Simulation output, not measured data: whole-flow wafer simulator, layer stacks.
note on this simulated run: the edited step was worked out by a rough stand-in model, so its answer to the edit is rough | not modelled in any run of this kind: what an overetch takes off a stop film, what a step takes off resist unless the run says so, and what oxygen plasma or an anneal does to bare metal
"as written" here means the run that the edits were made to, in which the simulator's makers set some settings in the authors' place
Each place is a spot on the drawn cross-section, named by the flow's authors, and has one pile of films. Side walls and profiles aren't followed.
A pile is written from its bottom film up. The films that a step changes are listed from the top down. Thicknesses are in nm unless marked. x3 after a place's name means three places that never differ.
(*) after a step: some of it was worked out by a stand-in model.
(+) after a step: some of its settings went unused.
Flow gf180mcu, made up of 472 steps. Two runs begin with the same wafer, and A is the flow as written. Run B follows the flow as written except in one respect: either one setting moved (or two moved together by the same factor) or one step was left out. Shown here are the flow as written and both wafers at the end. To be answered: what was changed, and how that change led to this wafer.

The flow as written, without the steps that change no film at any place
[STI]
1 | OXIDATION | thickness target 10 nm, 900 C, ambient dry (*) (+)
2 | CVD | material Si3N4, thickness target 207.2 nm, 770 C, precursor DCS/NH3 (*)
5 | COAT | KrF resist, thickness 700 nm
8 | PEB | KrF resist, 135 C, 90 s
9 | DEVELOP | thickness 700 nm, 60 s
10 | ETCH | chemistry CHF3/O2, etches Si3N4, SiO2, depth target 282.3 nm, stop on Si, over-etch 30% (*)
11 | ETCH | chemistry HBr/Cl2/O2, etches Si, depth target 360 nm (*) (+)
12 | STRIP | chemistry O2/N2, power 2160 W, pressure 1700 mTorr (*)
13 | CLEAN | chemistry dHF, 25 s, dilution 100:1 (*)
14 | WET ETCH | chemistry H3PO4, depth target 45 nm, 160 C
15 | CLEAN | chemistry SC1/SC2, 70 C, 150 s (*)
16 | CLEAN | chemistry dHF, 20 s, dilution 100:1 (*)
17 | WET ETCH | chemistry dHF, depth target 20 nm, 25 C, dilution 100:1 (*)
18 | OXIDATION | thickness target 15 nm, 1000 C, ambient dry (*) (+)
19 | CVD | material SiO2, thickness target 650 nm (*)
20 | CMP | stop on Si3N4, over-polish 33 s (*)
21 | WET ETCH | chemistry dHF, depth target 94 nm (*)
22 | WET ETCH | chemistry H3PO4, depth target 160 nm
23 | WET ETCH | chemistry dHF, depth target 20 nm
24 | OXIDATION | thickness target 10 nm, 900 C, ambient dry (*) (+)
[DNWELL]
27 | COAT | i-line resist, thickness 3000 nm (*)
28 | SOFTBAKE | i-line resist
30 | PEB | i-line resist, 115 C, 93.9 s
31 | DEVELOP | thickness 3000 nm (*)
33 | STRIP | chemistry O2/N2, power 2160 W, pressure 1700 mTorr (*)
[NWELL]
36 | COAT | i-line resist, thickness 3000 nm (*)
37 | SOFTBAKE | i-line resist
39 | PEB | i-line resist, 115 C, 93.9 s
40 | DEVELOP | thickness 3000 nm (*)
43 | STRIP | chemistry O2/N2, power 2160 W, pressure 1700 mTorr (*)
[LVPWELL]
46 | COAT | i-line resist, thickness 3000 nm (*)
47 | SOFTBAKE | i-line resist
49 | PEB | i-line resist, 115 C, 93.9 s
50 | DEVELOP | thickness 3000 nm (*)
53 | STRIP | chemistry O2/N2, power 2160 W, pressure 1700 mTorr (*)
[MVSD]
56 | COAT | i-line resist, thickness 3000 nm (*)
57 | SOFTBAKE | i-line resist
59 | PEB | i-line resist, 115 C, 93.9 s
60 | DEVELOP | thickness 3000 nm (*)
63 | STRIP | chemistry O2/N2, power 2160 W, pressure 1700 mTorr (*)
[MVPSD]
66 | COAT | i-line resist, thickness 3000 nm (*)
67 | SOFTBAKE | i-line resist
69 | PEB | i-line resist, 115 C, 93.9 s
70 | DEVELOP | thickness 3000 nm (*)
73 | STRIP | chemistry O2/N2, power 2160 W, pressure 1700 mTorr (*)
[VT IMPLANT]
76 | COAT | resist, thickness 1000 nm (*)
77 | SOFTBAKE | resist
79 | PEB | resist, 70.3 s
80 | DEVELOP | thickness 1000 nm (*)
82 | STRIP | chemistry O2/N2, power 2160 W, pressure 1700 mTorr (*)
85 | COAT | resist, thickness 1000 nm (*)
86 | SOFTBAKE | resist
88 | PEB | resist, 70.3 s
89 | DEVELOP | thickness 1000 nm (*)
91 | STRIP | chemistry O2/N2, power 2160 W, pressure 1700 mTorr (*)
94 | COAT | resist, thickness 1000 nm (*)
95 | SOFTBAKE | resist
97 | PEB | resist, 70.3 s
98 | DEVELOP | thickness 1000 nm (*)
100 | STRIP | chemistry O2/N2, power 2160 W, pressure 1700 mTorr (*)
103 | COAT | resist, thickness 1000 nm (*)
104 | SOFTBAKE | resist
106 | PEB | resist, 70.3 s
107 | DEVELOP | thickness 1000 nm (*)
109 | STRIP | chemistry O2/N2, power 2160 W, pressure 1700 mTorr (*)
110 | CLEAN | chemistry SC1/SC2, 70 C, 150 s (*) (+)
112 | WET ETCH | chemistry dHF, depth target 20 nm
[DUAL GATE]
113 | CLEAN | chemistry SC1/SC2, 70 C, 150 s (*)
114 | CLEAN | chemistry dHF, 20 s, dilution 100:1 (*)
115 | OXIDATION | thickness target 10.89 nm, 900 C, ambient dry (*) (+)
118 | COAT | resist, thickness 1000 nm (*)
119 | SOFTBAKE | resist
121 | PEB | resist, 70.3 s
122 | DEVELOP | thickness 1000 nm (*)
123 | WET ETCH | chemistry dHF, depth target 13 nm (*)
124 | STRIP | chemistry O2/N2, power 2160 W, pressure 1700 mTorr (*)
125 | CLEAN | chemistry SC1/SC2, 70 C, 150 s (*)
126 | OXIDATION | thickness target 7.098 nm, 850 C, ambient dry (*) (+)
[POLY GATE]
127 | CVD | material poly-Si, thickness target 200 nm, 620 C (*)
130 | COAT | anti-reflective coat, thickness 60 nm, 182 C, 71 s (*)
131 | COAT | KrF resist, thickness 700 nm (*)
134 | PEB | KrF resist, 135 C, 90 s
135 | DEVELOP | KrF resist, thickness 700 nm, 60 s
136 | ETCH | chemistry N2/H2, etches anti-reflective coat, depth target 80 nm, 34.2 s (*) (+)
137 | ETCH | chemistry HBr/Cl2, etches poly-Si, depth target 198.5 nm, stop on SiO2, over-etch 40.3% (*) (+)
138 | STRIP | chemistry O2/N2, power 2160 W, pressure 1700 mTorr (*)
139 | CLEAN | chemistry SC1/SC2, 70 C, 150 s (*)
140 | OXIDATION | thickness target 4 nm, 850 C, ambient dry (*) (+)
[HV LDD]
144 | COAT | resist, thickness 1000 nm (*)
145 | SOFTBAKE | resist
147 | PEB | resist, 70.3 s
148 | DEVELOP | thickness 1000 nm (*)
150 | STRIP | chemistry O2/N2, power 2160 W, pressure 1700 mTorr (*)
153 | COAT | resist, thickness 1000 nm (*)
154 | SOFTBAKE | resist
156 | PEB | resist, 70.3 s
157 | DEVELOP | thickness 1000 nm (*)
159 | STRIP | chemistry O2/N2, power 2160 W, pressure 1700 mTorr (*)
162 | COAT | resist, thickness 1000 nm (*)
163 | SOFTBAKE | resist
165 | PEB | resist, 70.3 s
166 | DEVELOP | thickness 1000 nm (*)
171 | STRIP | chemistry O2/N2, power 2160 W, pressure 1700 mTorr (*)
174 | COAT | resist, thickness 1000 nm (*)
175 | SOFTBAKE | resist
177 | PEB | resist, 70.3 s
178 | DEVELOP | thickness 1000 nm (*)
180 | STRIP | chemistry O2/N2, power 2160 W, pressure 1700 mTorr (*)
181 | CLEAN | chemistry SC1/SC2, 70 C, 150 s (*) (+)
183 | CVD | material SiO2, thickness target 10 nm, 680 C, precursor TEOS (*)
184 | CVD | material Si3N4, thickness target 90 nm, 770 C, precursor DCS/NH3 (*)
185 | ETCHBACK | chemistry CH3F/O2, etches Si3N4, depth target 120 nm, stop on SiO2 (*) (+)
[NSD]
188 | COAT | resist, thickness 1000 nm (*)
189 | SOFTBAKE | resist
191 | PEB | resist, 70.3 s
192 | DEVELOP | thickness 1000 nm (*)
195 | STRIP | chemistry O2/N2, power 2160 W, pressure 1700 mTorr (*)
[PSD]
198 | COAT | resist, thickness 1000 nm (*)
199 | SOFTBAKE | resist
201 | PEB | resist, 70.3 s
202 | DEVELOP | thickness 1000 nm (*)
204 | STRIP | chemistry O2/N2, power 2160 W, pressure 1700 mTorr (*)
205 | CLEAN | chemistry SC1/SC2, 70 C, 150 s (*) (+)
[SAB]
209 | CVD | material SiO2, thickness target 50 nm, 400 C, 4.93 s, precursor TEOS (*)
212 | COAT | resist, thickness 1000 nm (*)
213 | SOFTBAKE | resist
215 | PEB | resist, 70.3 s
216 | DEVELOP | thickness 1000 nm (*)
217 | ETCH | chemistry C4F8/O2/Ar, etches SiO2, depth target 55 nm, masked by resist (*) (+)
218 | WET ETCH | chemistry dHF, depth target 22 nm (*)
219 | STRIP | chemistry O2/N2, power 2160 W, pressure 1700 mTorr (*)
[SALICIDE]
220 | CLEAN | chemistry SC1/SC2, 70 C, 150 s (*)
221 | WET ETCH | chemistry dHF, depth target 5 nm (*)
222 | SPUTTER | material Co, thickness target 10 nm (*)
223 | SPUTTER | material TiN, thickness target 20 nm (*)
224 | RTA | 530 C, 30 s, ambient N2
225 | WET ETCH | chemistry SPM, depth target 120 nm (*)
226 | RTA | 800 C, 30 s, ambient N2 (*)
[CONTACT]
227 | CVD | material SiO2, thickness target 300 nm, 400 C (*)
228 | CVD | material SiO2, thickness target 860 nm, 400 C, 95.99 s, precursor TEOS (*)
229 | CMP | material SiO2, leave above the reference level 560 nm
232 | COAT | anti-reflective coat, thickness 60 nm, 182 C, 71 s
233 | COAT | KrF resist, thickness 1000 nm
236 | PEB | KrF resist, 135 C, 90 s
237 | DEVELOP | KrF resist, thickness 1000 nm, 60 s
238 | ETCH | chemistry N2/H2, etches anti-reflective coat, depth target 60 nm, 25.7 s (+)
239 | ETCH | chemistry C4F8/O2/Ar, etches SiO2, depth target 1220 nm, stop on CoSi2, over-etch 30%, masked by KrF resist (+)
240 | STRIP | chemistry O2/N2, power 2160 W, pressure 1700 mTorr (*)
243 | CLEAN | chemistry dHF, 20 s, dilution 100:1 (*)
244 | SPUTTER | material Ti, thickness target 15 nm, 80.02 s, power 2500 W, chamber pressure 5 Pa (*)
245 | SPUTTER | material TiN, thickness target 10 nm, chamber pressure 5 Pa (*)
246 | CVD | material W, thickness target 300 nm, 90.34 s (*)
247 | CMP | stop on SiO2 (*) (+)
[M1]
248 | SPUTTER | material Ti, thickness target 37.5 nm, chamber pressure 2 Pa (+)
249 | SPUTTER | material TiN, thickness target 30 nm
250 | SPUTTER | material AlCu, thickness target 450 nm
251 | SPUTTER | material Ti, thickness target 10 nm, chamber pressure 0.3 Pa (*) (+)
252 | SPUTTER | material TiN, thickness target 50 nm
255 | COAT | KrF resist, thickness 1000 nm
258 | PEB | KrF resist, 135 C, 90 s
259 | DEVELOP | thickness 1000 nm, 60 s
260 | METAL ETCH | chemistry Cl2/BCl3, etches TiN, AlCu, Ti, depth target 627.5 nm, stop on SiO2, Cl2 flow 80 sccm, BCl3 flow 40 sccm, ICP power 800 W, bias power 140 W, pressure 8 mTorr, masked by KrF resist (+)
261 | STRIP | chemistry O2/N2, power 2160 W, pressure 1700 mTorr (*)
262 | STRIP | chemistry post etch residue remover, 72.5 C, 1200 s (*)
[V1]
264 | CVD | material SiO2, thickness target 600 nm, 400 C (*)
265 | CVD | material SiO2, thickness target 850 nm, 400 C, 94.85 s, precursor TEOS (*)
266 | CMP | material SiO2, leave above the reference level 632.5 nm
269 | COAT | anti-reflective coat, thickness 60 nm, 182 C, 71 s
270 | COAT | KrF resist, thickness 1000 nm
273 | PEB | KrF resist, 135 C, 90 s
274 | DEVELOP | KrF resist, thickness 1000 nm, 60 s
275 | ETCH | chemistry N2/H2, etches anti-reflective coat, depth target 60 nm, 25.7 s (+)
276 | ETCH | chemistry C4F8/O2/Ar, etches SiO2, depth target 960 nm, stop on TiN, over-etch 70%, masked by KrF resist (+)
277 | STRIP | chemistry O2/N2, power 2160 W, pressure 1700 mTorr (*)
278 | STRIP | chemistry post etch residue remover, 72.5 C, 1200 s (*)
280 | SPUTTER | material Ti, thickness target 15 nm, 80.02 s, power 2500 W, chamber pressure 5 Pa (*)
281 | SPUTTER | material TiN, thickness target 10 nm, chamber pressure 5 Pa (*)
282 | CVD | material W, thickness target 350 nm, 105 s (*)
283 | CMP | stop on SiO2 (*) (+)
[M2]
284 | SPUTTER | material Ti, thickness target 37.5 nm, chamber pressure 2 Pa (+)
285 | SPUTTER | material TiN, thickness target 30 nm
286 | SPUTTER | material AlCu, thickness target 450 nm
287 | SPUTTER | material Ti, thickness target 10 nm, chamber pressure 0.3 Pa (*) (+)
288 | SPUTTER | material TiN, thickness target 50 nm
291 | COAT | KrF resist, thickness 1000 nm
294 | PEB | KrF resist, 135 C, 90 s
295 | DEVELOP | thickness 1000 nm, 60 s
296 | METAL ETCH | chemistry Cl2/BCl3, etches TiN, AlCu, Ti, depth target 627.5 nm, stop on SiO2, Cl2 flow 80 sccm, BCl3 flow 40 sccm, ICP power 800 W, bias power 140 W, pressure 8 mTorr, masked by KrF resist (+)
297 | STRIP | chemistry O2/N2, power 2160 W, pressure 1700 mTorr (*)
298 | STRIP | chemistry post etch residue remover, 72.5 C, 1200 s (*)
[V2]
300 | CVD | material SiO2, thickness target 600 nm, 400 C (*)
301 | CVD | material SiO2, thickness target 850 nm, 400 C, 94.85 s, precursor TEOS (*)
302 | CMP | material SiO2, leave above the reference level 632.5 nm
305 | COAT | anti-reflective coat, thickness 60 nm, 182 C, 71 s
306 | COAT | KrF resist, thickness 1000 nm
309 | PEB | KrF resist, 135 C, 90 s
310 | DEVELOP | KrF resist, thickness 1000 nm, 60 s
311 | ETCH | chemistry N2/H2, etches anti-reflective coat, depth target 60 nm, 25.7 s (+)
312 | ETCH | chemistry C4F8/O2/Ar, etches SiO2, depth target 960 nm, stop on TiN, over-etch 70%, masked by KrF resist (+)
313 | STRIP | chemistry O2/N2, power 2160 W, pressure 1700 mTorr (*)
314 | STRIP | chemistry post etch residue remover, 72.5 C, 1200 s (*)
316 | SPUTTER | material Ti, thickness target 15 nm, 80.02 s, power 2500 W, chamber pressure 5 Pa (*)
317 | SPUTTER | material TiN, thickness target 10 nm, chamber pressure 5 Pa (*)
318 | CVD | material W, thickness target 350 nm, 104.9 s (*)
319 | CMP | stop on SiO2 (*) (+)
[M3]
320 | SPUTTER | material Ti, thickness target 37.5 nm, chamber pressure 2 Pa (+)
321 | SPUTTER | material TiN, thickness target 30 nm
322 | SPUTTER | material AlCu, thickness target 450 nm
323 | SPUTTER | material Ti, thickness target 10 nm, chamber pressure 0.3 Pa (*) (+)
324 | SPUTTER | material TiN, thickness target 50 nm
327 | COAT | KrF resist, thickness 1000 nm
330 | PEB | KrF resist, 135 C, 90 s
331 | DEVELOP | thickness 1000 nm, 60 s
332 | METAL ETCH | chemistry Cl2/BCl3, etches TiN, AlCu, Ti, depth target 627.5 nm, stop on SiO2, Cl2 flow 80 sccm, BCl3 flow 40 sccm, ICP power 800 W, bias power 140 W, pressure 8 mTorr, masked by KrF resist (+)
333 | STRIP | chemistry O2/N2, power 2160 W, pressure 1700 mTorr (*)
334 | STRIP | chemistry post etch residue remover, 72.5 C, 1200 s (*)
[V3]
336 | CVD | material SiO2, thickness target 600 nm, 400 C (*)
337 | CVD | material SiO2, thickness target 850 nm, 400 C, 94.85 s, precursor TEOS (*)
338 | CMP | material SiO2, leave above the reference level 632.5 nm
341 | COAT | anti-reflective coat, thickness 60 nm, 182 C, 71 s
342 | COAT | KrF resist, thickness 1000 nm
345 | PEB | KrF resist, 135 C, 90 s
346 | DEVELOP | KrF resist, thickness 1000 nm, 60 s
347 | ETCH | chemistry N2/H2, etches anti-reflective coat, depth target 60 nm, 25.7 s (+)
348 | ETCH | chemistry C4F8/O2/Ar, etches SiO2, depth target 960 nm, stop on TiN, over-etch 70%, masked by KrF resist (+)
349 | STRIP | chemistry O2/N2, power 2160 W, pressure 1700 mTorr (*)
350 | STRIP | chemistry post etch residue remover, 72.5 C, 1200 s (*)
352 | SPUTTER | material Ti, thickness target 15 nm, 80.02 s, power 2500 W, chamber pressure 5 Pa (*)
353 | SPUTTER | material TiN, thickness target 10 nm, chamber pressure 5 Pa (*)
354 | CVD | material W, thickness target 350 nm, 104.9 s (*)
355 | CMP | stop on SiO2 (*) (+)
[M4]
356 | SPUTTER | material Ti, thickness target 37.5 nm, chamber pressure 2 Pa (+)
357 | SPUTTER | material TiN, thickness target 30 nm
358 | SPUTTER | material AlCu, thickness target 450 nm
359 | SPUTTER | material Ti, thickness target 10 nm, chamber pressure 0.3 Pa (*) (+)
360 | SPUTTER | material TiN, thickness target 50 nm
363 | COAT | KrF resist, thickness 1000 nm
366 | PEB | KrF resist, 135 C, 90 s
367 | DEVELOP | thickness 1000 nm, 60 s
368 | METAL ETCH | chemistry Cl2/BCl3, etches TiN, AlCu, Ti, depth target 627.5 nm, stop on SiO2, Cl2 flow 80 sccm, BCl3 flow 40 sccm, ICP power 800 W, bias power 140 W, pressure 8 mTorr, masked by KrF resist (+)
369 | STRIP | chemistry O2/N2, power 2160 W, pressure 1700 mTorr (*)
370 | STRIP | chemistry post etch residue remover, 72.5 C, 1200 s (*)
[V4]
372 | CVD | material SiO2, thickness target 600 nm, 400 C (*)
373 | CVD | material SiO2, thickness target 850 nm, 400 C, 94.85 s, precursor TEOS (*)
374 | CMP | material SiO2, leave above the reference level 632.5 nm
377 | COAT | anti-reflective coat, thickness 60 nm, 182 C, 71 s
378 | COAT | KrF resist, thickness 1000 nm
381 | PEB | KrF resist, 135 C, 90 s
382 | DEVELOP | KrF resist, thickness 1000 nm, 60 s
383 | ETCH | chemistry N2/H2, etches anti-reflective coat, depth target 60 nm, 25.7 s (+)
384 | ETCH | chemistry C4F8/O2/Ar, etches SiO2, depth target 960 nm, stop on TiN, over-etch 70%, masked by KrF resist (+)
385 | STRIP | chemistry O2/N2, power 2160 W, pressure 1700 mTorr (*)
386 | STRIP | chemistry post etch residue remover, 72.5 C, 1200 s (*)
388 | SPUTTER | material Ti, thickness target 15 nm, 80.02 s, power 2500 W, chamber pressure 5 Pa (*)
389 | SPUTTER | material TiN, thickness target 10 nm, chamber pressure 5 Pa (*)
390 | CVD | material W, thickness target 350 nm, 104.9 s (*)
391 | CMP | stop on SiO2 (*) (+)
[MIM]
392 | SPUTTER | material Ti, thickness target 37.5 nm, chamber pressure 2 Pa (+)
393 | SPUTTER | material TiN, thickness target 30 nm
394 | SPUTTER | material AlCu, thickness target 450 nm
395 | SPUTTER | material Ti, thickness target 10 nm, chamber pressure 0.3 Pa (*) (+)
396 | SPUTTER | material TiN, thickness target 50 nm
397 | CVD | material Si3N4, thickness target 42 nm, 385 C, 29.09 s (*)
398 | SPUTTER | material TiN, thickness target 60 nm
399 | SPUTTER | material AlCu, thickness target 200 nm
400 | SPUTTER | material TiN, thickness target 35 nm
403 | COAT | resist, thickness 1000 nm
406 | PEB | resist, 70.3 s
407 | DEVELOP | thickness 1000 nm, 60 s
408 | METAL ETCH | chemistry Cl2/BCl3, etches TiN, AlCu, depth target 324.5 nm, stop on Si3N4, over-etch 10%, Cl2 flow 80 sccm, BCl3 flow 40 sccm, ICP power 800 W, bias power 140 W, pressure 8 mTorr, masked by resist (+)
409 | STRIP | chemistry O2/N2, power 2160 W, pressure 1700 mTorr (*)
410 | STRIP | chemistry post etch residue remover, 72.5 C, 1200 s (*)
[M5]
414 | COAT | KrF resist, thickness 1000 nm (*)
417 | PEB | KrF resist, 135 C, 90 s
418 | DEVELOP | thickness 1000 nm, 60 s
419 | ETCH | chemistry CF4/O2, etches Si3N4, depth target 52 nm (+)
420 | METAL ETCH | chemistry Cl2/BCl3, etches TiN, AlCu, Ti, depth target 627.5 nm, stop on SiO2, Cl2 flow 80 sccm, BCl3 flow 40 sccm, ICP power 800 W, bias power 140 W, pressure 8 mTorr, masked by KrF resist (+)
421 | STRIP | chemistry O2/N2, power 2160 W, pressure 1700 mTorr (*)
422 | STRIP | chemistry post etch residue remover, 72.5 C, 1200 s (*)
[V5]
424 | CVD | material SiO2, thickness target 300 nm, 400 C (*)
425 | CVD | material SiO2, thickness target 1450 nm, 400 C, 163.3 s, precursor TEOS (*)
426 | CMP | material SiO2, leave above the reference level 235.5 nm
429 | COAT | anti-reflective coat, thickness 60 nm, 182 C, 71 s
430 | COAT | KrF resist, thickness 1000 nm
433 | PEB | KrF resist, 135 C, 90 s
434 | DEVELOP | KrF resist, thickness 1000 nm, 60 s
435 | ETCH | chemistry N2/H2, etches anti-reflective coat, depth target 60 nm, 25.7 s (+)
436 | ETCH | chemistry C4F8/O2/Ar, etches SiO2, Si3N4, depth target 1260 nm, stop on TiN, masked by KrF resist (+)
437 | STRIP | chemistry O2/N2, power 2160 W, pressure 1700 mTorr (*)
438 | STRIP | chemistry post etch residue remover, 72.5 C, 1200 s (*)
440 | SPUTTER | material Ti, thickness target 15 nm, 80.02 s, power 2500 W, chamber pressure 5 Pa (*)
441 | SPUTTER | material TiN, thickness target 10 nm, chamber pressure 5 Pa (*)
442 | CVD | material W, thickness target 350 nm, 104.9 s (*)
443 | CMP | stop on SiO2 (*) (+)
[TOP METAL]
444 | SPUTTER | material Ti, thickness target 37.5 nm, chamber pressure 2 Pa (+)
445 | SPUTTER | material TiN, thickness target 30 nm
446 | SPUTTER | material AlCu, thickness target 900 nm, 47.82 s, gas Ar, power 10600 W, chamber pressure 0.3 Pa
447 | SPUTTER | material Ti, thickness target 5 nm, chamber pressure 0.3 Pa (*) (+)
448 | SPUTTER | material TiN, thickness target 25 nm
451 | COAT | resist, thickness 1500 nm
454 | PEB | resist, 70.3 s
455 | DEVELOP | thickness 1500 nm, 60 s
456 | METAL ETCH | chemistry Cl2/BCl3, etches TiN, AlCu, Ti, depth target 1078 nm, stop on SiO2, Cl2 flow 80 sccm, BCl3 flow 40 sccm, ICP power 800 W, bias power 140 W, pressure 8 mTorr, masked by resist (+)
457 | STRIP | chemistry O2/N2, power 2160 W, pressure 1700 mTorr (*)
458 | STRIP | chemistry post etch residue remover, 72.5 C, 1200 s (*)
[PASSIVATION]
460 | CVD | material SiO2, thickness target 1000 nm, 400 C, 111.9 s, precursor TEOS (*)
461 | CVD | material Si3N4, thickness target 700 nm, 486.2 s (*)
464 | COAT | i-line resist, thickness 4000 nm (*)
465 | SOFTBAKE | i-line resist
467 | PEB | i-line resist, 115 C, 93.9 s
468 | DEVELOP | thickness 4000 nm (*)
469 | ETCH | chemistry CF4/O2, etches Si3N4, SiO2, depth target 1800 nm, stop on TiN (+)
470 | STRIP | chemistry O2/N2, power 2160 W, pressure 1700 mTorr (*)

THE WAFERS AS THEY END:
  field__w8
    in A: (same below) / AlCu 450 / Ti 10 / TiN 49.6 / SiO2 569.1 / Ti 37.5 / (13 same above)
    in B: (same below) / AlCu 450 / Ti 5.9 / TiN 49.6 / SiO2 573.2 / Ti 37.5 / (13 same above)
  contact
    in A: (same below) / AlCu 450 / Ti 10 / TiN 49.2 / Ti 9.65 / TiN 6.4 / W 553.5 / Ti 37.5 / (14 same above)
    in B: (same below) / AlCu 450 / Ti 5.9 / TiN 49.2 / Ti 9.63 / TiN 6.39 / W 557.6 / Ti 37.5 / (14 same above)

What caused this: step 359, SPUTTER: thickness target 5.9 nm was run, whereas the flow has thickness target 10 nm.
One can read it off the wafer: field__w8 has Ti 5.9, and step 359 as written asks for 10 nm.

The path from the change to this, step by step:
  359 | SPUTTER | material Ti, thickness target 10 nm, chamber pressure 0.3 Pa (*) (+)
      field, field__w1, field__w2 and 108 more: A +10 Ti (new film) | B +5.9 Ti (new film)
  368 | METAL ETCH | chemistry Cl2/BCl3, etches TiN, AlCu, Ti, depth target 627.5 nm, stop on SiO2, Cl2 flow 80 sccm, BCl3 flow 40 sccm, ICP power 800 W, bias power 140 W, pressure 8 mTorr, masked by KrF resist (+)
      field, field__w1, field__w2 and 103 more: A -50 TiN (all of it), -10 Ti (all of it), -450 AlCu (all of it), -30 TiN (all of it), -37.5 Ti (all of it) | B -50 TiN (all of it), -5.9 Ti (all of it), -450 AlCu (all of it), -30 TiN (all of it), -37.5 Ti (all of it)
